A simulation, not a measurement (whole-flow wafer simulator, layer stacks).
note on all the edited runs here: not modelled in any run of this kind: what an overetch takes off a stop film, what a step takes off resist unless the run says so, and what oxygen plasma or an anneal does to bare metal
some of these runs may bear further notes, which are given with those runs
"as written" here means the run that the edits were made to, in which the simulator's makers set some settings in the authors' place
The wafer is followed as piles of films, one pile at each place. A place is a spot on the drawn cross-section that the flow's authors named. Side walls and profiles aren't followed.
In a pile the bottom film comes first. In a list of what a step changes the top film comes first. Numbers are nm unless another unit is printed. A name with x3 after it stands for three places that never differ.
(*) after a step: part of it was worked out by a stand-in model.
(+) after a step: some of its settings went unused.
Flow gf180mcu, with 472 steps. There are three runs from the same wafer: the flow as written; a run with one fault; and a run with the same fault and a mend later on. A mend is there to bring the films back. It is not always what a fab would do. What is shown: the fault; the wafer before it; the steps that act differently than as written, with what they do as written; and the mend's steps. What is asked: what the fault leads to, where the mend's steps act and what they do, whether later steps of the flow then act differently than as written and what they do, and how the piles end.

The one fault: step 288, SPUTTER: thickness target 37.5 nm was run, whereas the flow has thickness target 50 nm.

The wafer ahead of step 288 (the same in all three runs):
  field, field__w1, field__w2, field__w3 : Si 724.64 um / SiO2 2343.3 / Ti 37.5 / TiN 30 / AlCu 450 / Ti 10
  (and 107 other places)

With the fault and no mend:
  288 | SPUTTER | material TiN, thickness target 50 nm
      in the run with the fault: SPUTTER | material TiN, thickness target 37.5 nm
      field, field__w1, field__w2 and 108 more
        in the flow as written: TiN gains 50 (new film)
        in the run with the fault: TiN gains 37.5 (new film)
  Later steps of the flow acting differently than as written (4 other steps are not shown; they differ only slightly, by no more than 2% or 0.5 nm, whichever is larger):
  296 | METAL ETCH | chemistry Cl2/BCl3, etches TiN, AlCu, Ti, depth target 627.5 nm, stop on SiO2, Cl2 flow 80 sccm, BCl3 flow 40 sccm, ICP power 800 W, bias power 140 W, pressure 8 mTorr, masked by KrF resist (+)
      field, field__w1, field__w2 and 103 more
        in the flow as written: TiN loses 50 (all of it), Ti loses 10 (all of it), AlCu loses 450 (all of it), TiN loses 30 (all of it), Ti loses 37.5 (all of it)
        in the run with the fault: TiN loses 37.5 (all of it), Ti loses 10 (all of it), AlCu loses 450 (all of it), TiN loses 30 (all of it), Ti loses 37.5 (all of it)
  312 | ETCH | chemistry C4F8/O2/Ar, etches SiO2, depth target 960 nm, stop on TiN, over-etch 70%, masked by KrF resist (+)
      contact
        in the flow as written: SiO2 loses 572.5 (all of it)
        in the run with the fault: SiO2 loses 585 (all of it)
  By the end, the piles at field__w8, contact, m1, m1__w1, m1_nw depart from the flow's by more than 2% or 0.5 nm, whichever is larger.
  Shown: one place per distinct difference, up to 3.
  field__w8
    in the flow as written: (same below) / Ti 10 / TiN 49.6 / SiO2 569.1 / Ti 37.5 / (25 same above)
    in the run with the fault: (same below) / Ti 10 / TiN 37.1 / SiO2 581.6 / Ti 37.5 / (25 same above)
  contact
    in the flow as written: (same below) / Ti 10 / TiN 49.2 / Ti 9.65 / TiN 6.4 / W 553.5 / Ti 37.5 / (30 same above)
    in the run with the fault: (same below) / Ti 10 / TiN 36.7 / Ti 9.58 / TiN 6.36 / W 566.1 / Ti 37.5 / (30 same above)

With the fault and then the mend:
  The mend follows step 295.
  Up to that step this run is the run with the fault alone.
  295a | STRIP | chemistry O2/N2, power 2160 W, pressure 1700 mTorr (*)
      field__w8, contact, m1, m1__w1, m1_nw
        KrF resist loses 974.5 (all of it)
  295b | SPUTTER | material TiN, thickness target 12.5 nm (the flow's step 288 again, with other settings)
      field, field__w1, field__w2 and 108 more
        TiN gains 12.5
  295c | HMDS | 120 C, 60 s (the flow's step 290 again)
      does not change any film at any place that is followed
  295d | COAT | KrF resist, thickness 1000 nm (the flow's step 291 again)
      field, field__w1, field__w2 and 108 more
        KrF resist gains 1000 (new film)
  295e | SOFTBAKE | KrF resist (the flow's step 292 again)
      does not change any film at any place that is followed
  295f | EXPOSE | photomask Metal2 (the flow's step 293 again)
      does not change any film at any place that is followed
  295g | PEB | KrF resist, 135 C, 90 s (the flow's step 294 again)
      field, field__w1, field__w2 and 108 more
        KrF resist loses 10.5
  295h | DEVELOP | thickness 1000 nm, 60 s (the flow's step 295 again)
      field, field__w1, field__w2 and 103 more
        KrF resist loses 989.5 (all of it)
      field__w8, contact, m1, m1__w1, m1_nw
        KrF resist loses 14.9
  Later steps of the flow that are run all act as written at every place that is followed.
  By the end, the piles equal the flow's at every place that both follow.
